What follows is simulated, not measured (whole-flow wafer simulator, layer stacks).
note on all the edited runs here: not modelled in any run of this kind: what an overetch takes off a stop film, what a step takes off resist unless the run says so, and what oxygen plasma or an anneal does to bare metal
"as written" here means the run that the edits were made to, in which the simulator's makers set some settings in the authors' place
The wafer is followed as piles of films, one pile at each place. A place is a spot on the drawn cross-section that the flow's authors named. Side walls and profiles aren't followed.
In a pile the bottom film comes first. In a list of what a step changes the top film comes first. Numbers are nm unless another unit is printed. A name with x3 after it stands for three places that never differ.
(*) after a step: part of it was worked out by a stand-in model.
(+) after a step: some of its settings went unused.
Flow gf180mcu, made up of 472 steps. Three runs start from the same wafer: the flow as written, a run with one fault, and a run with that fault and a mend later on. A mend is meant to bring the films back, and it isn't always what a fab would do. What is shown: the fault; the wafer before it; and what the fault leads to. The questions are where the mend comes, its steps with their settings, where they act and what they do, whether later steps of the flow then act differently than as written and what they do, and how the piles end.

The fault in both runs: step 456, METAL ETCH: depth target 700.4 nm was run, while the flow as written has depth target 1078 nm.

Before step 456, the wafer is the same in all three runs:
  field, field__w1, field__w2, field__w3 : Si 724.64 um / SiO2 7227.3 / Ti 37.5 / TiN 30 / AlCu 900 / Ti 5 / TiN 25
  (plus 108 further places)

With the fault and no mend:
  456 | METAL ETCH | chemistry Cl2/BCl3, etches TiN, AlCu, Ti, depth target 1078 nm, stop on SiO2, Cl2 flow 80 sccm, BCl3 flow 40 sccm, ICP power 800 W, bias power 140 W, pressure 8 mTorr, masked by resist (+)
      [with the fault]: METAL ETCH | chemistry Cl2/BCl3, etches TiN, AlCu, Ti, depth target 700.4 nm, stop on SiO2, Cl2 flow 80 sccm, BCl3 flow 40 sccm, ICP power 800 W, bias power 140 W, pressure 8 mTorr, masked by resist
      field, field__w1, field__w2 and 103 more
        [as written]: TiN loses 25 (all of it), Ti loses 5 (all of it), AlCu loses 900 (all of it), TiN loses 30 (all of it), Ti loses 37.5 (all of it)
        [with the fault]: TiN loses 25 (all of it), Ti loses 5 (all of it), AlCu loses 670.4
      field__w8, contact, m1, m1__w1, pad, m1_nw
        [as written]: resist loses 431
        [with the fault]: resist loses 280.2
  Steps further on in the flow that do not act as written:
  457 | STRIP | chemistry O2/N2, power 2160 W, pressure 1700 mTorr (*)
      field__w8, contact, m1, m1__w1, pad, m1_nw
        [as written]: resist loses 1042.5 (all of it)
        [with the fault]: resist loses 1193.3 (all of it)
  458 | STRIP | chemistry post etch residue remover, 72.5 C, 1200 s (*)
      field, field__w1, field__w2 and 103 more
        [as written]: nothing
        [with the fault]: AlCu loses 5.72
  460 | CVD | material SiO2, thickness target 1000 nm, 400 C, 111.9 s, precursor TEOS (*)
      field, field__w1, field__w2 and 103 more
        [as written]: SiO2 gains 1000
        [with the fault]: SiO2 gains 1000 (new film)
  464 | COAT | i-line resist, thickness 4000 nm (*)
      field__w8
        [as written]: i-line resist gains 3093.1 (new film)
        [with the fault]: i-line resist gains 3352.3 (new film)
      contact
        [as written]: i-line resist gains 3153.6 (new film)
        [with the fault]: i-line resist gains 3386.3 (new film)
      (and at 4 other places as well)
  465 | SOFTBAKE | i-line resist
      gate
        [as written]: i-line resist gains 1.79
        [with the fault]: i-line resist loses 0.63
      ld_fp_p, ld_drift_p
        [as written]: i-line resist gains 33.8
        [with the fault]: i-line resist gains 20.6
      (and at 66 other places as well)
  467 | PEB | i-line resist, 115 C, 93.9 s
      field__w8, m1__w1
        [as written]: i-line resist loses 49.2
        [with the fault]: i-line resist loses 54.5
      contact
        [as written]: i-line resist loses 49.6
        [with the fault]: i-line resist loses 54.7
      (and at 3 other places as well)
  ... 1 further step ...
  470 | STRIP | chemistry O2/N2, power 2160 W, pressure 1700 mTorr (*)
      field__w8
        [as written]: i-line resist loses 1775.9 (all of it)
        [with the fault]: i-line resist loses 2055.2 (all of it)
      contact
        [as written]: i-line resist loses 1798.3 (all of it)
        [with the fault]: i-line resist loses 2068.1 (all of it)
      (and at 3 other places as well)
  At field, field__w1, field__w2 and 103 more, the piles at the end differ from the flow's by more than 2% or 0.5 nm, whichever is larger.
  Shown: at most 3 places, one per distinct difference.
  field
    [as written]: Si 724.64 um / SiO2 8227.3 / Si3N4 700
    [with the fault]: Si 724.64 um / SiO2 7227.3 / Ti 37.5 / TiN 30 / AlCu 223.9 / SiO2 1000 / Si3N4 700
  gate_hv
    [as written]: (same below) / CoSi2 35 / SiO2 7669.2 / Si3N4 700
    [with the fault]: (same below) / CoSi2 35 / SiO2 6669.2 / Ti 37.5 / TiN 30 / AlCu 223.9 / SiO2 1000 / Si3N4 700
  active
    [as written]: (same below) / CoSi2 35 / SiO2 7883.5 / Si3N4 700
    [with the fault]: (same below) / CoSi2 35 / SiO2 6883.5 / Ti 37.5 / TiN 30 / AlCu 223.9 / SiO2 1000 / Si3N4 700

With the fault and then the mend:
  The mend stands after step 456.
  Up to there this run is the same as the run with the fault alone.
  456a | METAL ETCH | chemistry Cl2/BCl3, etches TiN, AlCu, Ti, depth target 377.1 nm, stop on SiO2, Cl2 flow 80 sccm, BCl3 flow 40 sccm, ICP power 800 W, bias power 140 W, pressure 8 mTorr, masked by resist (+) (the flow's step 456, run once more with other settings)
      field, field__w1, field__w2 and 103 more
        AlCu loses 229.6 (all of it), TiN loses 30 (all of it), Ti loses 37.5 (all of it)
      field__w8, contact, m1, m1__w1, pad, m1_nw
        resist loses 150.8
  Later steps of the flow that are run all act as written at every place that is followed.
  The piles end the same as the flow's at every place that both follow.
